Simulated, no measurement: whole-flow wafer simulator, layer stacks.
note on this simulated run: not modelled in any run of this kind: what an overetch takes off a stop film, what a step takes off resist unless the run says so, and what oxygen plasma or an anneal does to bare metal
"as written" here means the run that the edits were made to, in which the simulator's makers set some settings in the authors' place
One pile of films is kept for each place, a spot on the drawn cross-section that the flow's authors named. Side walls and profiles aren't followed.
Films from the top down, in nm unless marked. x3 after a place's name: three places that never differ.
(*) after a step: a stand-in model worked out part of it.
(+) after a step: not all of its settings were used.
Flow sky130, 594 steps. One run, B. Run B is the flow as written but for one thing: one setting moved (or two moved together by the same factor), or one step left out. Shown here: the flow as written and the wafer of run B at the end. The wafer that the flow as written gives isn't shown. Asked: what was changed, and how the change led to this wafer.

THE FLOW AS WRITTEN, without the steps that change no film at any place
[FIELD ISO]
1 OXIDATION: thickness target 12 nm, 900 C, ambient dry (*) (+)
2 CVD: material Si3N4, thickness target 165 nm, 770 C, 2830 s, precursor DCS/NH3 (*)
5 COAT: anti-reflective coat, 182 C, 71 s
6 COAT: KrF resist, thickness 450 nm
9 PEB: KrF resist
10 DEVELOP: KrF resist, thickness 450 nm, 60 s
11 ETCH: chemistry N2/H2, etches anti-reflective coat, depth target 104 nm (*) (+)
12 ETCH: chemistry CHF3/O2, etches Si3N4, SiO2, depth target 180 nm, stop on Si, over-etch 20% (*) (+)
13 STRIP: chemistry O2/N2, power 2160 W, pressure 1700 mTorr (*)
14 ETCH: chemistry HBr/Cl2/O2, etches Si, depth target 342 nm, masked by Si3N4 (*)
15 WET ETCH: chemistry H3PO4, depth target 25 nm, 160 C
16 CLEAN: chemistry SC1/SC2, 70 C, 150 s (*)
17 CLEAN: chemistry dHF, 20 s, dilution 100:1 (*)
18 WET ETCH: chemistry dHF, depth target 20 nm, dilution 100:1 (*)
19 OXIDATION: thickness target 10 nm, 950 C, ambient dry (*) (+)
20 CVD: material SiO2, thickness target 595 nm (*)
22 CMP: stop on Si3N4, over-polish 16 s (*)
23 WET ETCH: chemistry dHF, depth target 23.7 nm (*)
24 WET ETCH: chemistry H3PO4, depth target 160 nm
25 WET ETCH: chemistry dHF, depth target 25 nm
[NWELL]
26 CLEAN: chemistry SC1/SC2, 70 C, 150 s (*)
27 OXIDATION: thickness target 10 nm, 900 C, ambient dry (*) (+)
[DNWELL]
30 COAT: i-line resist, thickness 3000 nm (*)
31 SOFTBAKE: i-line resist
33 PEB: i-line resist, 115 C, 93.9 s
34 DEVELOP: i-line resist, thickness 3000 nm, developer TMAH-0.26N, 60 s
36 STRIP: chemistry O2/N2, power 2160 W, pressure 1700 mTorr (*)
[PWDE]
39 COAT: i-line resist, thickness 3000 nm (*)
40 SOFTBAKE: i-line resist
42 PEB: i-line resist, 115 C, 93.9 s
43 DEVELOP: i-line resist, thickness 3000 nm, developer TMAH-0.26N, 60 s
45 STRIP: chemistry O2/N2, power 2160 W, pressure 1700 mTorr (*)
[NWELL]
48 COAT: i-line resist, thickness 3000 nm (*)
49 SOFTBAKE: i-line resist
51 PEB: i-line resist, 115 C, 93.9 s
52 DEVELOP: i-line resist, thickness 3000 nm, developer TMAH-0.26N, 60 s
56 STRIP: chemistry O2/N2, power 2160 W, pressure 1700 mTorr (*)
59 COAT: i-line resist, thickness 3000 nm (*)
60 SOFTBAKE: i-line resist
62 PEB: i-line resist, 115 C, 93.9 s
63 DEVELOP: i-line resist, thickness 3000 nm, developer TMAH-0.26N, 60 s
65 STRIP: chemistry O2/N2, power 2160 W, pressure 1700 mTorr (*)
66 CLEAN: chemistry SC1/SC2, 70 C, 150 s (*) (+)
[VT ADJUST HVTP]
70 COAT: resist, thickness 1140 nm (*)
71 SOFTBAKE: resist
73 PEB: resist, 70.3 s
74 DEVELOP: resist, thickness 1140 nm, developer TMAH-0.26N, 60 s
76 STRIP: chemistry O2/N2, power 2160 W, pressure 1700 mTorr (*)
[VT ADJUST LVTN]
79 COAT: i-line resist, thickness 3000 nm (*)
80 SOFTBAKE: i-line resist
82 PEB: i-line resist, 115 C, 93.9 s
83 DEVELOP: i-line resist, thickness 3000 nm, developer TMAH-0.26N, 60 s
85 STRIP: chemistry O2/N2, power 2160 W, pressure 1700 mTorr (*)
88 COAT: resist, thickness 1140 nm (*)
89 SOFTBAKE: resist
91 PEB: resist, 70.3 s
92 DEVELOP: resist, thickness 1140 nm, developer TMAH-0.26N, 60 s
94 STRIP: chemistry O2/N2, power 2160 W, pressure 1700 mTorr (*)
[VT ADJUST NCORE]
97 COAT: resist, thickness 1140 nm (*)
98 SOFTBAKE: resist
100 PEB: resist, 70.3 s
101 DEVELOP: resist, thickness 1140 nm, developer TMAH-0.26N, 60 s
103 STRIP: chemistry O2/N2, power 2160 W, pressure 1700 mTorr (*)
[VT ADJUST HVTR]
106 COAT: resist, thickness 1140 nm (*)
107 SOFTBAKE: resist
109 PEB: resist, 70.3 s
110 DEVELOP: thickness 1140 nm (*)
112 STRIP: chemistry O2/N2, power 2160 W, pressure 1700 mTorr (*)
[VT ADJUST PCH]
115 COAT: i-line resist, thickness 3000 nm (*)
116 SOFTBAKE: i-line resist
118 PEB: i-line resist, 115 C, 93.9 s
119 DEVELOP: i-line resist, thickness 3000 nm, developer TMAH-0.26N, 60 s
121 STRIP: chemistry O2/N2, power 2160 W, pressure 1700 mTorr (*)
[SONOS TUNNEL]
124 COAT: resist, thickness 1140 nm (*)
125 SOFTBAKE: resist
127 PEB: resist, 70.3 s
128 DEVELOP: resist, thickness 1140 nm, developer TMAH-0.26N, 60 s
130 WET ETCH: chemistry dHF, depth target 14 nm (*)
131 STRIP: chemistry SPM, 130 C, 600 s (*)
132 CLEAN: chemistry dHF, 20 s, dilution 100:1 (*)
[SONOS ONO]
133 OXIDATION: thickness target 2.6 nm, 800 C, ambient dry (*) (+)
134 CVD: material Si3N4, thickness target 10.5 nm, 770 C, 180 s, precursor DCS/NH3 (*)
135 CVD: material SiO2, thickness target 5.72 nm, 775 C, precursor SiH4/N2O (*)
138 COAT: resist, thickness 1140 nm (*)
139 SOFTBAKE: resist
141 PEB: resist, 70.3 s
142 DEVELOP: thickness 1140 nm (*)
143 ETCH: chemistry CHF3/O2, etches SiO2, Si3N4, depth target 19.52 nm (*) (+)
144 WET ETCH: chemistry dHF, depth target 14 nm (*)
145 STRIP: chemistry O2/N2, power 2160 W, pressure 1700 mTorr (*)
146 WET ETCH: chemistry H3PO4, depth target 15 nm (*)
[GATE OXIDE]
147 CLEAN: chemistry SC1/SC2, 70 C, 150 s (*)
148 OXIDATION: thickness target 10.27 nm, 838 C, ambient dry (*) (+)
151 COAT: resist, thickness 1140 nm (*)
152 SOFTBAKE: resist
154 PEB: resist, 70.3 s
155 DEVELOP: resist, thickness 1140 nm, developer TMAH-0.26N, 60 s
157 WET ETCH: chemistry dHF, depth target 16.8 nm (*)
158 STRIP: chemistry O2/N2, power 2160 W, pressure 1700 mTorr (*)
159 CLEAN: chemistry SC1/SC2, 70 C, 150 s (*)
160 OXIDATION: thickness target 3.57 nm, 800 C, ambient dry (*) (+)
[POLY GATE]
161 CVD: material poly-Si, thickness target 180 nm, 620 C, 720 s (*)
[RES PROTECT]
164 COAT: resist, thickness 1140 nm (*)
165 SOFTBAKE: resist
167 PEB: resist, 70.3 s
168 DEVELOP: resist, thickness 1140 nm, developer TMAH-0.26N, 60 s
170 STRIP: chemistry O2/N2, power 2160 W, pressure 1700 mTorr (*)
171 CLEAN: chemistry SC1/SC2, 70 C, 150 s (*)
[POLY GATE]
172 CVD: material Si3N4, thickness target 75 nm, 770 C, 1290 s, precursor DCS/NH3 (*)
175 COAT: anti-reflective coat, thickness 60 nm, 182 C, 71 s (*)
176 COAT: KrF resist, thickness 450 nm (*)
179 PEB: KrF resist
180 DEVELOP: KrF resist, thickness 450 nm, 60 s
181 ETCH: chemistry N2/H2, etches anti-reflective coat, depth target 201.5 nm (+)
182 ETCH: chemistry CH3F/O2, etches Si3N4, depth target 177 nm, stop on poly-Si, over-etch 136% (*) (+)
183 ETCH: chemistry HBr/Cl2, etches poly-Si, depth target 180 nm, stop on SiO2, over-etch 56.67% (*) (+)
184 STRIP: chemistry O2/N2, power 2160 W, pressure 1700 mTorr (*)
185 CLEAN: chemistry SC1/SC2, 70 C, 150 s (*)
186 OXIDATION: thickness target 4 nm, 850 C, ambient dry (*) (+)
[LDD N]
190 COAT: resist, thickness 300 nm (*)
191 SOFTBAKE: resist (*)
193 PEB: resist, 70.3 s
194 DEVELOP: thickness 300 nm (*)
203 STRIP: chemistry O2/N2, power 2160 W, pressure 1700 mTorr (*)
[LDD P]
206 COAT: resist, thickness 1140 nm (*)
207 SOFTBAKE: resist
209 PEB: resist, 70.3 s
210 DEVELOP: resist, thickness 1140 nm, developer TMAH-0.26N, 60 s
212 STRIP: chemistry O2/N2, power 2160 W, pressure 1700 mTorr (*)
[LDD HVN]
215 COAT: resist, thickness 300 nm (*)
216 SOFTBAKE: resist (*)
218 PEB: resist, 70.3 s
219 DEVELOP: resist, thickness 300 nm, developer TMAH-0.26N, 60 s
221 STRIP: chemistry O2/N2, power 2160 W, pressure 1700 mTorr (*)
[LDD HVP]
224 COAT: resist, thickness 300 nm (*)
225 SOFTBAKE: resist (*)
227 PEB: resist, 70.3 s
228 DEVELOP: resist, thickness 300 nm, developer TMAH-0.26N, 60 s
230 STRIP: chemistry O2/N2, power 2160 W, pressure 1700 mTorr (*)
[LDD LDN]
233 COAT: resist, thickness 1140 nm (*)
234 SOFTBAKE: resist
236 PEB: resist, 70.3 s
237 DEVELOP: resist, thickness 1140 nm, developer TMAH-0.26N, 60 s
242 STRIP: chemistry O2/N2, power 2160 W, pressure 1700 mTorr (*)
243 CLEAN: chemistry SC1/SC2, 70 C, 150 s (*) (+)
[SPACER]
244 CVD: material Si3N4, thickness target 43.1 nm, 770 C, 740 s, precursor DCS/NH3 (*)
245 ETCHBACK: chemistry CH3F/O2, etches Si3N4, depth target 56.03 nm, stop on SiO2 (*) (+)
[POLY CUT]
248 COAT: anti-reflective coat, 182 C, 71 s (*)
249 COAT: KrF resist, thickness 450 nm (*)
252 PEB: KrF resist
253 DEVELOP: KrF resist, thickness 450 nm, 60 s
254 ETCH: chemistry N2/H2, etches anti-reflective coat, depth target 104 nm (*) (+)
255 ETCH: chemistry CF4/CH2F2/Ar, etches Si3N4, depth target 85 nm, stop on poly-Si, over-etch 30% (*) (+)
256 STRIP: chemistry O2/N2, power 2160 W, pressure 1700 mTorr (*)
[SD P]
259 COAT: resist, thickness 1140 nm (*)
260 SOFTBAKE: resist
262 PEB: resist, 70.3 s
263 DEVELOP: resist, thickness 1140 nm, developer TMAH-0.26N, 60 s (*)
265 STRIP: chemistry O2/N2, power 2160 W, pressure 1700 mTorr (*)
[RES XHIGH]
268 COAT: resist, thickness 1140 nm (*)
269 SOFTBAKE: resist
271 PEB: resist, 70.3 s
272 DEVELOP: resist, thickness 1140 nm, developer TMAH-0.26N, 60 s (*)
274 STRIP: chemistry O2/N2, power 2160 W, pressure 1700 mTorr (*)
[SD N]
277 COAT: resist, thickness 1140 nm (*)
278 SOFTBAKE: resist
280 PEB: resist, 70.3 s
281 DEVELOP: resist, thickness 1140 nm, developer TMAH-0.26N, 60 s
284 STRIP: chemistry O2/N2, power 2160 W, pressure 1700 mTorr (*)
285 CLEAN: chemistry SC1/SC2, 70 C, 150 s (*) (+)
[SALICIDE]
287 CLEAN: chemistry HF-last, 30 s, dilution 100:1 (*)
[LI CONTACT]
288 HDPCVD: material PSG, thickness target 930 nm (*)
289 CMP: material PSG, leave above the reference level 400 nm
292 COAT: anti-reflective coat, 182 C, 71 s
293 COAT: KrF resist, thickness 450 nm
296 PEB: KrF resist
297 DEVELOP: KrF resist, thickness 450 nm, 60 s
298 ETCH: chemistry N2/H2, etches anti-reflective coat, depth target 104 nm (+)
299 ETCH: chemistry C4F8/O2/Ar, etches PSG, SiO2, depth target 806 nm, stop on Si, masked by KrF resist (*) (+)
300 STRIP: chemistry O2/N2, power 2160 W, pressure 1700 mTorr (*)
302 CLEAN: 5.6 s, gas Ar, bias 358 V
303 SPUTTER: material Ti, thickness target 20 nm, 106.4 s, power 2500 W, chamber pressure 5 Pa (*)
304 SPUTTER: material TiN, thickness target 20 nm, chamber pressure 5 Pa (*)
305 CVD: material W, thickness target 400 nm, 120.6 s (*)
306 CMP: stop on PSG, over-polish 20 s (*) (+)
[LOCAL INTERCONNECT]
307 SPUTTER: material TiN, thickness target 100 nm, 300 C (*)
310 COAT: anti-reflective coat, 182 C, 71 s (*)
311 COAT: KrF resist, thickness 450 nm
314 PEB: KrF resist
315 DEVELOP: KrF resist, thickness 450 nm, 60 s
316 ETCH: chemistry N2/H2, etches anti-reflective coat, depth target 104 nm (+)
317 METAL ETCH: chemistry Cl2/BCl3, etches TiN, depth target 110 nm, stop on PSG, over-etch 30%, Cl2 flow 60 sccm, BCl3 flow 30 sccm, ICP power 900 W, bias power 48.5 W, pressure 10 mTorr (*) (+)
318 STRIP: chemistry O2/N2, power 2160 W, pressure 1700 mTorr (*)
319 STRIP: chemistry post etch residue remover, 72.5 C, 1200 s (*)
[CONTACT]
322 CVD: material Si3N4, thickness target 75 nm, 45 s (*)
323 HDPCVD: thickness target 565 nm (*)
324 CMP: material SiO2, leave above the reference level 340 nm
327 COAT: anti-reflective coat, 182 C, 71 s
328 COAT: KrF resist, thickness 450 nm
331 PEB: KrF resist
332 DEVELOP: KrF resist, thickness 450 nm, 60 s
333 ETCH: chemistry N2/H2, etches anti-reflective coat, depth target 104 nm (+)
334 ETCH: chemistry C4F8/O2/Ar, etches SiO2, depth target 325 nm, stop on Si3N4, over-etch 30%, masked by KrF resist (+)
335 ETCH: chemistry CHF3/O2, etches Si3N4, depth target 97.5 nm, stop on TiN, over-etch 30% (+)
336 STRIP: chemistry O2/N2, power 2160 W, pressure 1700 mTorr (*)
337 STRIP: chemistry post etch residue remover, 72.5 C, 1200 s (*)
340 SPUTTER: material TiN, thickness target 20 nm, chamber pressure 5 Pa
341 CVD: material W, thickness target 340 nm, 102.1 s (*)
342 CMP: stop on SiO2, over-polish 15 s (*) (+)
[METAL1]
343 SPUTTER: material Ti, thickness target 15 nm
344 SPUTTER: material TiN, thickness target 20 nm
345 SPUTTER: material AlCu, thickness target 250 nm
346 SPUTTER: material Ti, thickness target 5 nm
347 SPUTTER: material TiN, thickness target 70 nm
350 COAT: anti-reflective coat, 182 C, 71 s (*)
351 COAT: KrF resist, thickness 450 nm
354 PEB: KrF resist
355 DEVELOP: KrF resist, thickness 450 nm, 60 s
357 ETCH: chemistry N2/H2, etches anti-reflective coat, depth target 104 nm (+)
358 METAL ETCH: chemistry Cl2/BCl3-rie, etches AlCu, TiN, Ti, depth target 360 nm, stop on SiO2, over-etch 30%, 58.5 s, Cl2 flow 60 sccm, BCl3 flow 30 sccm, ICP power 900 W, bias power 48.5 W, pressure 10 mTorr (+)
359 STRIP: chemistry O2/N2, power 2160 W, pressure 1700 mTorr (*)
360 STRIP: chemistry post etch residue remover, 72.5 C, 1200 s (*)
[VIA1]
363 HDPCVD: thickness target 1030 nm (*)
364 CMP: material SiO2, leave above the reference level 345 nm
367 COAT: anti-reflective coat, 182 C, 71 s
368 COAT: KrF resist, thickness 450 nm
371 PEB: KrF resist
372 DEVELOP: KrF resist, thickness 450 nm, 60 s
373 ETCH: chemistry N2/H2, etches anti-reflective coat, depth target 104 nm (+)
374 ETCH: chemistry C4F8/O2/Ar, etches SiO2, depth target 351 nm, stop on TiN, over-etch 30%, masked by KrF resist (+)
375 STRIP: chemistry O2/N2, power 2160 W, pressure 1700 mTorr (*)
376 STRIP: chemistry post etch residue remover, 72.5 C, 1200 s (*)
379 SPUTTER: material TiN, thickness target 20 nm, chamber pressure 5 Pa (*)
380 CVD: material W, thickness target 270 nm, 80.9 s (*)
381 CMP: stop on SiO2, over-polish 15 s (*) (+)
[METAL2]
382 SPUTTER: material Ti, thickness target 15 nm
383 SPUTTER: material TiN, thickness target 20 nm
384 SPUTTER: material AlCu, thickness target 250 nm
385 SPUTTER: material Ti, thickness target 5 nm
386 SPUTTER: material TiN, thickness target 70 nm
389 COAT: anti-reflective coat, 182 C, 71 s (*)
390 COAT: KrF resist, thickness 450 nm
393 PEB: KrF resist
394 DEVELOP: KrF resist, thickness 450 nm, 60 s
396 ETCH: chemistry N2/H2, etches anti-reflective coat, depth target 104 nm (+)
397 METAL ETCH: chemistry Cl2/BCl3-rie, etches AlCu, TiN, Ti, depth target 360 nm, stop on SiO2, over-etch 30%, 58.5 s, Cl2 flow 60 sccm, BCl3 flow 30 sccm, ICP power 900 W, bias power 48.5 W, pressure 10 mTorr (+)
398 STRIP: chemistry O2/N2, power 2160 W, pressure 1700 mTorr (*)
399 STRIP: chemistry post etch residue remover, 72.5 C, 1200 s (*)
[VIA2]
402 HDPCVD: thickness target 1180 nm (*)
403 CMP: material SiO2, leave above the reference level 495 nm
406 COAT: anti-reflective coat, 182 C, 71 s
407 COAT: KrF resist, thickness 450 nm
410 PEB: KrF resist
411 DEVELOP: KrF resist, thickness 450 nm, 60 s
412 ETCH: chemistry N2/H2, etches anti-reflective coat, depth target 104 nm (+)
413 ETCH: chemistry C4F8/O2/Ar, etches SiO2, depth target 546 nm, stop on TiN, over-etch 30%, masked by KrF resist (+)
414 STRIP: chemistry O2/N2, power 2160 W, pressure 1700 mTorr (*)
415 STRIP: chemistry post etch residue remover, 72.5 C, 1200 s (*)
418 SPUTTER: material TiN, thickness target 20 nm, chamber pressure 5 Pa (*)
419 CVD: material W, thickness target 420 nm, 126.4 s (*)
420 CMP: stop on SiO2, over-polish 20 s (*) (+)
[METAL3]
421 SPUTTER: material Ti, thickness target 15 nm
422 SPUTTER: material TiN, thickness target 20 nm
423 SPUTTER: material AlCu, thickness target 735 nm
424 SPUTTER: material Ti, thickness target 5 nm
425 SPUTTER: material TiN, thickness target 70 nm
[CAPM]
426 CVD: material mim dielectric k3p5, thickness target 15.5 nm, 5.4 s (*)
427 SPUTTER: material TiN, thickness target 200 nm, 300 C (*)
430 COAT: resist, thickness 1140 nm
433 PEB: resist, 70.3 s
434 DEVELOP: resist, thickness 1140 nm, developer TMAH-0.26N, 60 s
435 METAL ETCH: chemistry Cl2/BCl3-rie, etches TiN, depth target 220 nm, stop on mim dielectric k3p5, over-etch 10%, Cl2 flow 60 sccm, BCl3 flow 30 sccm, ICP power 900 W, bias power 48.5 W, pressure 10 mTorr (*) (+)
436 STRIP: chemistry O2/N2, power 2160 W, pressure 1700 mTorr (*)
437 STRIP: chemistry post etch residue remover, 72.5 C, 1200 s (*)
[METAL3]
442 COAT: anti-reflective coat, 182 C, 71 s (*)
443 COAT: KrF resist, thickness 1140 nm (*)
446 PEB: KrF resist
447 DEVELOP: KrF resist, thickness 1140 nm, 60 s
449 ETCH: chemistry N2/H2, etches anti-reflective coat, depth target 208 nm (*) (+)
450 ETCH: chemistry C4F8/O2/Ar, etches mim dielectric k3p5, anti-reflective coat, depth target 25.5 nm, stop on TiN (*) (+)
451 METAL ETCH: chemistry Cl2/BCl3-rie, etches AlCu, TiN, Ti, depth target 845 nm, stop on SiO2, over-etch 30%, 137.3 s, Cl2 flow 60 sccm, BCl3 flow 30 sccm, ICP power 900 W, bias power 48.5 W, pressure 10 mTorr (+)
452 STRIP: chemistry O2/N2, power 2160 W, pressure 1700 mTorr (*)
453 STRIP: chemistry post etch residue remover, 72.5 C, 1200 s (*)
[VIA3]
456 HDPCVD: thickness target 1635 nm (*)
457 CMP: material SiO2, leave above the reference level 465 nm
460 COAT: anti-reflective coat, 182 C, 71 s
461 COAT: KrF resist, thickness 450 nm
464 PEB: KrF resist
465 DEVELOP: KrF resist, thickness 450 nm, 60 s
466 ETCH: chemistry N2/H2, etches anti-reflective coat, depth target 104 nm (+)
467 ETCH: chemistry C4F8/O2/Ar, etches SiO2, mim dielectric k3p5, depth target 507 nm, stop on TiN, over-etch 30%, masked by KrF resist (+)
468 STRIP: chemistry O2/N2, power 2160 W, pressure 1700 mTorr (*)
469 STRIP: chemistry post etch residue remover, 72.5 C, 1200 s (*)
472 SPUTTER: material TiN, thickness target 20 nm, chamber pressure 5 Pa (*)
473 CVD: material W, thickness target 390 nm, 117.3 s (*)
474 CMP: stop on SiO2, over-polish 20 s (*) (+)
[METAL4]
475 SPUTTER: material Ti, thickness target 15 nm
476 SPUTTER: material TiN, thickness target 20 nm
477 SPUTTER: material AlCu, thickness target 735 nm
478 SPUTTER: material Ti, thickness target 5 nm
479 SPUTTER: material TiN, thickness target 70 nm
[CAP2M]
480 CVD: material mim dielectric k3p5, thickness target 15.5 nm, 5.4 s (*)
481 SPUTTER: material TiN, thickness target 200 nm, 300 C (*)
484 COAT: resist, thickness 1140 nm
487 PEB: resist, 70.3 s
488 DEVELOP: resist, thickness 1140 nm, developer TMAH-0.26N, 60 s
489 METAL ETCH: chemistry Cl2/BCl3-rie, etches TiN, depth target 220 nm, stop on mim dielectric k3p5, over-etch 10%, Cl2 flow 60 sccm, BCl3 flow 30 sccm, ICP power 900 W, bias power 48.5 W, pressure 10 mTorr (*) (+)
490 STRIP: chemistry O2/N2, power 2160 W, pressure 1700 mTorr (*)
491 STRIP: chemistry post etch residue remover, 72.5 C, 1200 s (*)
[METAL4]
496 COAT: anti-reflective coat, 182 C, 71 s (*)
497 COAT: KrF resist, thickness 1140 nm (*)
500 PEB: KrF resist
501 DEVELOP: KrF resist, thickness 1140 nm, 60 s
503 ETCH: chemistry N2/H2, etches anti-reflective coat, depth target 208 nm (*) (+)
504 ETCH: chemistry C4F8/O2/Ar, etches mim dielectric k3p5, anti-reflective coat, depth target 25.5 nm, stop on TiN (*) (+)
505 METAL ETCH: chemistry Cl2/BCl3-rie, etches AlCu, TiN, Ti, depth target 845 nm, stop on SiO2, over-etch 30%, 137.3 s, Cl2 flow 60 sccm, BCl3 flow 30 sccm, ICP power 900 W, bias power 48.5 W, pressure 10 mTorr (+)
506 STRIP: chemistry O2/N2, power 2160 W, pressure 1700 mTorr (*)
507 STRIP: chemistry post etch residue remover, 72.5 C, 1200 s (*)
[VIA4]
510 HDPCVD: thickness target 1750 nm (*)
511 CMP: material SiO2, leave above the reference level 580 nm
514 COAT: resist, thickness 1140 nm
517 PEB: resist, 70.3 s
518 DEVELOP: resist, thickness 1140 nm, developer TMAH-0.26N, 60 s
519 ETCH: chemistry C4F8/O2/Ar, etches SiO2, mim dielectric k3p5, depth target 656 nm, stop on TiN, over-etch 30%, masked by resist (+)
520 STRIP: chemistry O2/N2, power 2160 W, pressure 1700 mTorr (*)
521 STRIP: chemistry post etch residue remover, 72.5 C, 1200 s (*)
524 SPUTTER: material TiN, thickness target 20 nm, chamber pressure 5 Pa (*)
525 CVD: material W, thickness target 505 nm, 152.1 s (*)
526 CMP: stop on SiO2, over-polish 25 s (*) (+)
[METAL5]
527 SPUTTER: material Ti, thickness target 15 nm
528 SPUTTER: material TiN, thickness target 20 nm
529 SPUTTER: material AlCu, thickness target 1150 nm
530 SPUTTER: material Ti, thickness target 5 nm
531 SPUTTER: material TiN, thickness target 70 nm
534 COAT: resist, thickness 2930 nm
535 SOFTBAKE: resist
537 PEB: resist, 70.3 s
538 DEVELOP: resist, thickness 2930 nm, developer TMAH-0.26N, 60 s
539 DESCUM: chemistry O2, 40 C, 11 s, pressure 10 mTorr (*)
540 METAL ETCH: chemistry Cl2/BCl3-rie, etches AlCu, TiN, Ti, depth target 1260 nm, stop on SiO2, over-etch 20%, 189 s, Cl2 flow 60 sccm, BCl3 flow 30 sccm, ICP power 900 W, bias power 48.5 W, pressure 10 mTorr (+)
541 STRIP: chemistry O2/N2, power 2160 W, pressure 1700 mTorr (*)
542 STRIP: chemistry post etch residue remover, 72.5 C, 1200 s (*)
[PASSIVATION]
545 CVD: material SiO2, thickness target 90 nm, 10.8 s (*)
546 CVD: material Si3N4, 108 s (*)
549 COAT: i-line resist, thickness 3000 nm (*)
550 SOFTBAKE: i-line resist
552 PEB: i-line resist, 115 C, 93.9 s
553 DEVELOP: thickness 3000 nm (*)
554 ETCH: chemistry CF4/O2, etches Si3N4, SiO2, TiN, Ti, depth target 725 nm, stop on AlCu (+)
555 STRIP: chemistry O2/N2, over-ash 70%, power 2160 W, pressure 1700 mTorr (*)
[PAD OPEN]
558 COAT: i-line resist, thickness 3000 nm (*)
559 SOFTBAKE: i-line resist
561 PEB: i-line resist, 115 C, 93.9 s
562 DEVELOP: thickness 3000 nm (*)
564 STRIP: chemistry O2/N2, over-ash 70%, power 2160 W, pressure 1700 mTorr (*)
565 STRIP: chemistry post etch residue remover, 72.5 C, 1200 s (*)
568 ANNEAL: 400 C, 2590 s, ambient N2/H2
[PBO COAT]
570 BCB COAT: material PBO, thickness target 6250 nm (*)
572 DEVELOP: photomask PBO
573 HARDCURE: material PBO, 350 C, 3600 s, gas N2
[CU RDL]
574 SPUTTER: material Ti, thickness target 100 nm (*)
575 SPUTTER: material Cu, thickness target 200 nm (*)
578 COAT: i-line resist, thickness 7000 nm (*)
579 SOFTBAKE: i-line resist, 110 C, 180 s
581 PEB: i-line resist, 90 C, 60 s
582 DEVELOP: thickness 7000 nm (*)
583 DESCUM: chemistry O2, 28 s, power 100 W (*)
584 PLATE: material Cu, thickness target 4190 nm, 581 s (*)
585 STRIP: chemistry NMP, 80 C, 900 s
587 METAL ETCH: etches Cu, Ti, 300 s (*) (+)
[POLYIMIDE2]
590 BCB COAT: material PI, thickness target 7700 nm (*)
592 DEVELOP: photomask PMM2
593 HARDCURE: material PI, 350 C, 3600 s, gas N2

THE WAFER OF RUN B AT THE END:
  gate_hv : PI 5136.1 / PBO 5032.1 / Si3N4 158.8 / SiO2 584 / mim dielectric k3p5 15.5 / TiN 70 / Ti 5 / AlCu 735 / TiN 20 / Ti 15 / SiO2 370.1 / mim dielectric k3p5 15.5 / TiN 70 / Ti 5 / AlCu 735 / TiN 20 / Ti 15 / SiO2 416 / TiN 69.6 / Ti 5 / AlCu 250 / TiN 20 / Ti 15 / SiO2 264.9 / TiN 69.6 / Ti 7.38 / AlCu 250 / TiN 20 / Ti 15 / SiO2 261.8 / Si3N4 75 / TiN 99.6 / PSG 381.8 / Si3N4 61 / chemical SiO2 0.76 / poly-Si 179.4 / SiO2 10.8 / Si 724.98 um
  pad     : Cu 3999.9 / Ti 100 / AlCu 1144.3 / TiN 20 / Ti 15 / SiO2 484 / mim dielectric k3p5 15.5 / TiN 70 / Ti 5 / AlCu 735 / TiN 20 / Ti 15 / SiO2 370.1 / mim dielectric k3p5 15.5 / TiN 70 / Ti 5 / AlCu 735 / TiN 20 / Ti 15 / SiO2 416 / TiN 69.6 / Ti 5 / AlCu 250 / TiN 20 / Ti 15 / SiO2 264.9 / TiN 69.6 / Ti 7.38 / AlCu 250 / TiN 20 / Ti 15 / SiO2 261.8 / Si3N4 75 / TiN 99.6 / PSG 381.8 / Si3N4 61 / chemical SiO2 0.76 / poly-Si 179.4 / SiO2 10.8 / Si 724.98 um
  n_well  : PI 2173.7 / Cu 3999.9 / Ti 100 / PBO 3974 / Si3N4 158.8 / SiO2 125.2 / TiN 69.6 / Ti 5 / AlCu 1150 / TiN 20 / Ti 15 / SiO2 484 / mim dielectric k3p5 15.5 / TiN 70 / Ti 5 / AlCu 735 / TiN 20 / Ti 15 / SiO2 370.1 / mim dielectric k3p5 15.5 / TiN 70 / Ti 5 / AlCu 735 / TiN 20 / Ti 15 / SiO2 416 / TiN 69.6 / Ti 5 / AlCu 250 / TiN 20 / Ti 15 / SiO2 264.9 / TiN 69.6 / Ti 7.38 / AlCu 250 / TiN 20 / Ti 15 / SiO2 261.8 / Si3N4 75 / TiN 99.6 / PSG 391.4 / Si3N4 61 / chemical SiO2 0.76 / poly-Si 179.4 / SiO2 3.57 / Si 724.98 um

The cause: step 346, SPUTTER: thickness target 7.38 nm was run, where the flow has thickness target 5 nm.
It can be read off the wafer: gate_hv has Ti 7.38, and step 346 as written asks for 5 nm.

How the change led to this, step by step:
  346 SPUTTER: material Ti, thickness target 5 nm
      field, active, n_well and 188 more: Ti +7.38 (new film) (as written it would be: Ti +5 (new film))
  358 METAL ETCH: chemistry Cl2/BCl3-rie, etches AlCu, TiN, Ti, depth target 360 nm, stop on SiO2, over-etch 30%, 58.5 s, Cl2 flow 60 sccm, BCl3 flow 30 sccm, ICP power 900 W, bias power 48.5 W, pressure 10 mTorr (+)
      field, active, gate and 81 more: TiN -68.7 (all of it), Ti -7.38 (all of it), AlCu -250 (all of it), TiN -20 (all of it), Ti -15 (all of it), SiO2 -10.7 (as written it would be: TiN -68.7 (all of it), Ti -5 (all of it), AlCu -250 (all of it), TiN -20 (all of it), Ti -15 (all of it), SiO2 -10.9)
